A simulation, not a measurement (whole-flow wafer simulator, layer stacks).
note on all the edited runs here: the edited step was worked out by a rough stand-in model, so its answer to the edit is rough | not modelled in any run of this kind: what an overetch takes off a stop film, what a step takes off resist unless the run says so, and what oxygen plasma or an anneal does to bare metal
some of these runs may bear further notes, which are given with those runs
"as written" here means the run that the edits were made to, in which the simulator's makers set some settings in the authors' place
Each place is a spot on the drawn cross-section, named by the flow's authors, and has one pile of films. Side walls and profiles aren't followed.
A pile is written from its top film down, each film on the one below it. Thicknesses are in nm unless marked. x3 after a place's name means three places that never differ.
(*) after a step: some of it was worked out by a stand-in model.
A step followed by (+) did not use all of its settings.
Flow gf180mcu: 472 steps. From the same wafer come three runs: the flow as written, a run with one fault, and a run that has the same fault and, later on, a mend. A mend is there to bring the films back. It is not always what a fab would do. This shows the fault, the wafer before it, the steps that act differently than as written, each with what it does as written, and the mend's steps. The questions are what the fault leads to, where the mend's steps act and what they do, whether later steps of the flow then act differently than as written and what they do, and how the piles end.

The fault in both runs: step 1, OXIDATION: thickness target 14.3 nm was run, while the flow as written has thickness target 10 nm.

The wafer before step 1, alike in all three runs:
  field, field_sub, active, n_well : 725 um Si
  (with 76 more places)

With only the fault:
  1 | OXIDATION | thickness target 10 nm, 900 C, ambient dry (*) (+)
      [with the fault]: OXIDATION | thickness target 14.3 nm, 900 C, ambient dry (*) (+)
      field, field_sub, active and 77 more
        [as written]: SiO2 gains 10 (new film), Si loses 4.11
        [with the fault]: SiO2 gains 14.3 (new film), Si loses 6.01
  Steps further on in the flow that do not act as written (92 other steps are not shown; they differ only slightly, by no more than 2% or 0.5 nm, whichever is larger):
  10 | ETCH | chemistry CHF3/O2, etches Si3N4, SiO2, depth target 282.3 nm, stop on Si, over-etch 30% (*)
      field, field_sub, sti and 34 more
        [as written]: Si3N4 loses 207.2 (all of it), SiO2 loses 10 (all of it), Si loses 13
        [with the fault]: Si3N4 loses 207.2 (all of it), SiO2 loses 14.3 (all of it), Si loses 12.2
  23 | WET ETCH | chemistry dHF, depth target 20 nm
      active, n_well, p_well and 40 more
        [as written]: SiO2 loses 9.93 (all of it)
        [with the fault]: SiO2 loses 14.2 (all of it)
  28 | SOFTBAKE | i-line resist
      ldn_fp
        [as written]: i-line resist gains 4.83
        [with the fault]: i-line resist gains 5.34
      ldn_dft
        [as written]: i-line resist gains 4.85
        [with the fault]: i-line resist gains 5.36
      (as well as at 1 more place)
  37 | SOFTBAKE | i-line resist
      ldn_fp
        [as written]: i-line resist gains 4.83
        [with the fault]: i-line resist gains 5.34
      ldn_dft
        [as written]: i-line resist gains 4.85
        [with the fault]: i-line resist gains 5.36
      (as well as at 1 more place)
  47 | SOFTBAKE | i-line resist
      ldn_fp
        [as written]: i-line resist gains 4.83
        [with the fault]: i-line resist gains 5.34
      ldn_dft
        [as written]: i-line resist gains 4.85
        [with the fault]: i-line resist gains 5.36
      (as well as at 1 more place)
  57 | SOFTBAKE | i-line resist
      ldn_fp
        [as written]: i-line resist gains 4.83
        [with the fault]: i-line resist gains 5.34
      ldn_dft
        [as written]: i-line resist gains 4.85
        [with the fault]: i-line resist gains 5.36
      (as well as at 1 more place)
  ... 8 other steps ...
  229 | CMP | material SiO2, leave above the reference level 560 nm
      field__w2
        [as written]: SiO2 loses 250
        [with the fault]: SiO2 loses 255.2
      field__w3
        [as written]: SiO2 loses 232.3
        [with the fault]: SiO2 loses 237.5
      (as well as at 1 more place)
  The piles end different from the flow's at ld_sd_n by more than 2% or 0.5 nm, whichever is larger.
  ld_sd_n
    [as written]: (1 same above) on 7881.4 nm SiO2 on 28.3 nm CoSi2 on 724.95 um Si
    [with the fault]: (1 same above) on 7881.4 nm SiO2 on 27.7 nm CoSi2 on 724.95 um Si

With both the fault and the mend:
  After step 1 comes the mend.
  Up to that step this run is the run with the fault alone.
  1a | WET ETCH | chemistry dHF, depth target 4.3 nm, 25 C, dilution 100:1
      field, field_sub, active and 77 more
        SiO2 loses 4.3
  Later steps of the flow that are run all act as written at every place that is followed.
  At the end the piles are close to the flow's at the places that both follow, differing by at most 2% or 0.5 nm, whichever is larger.
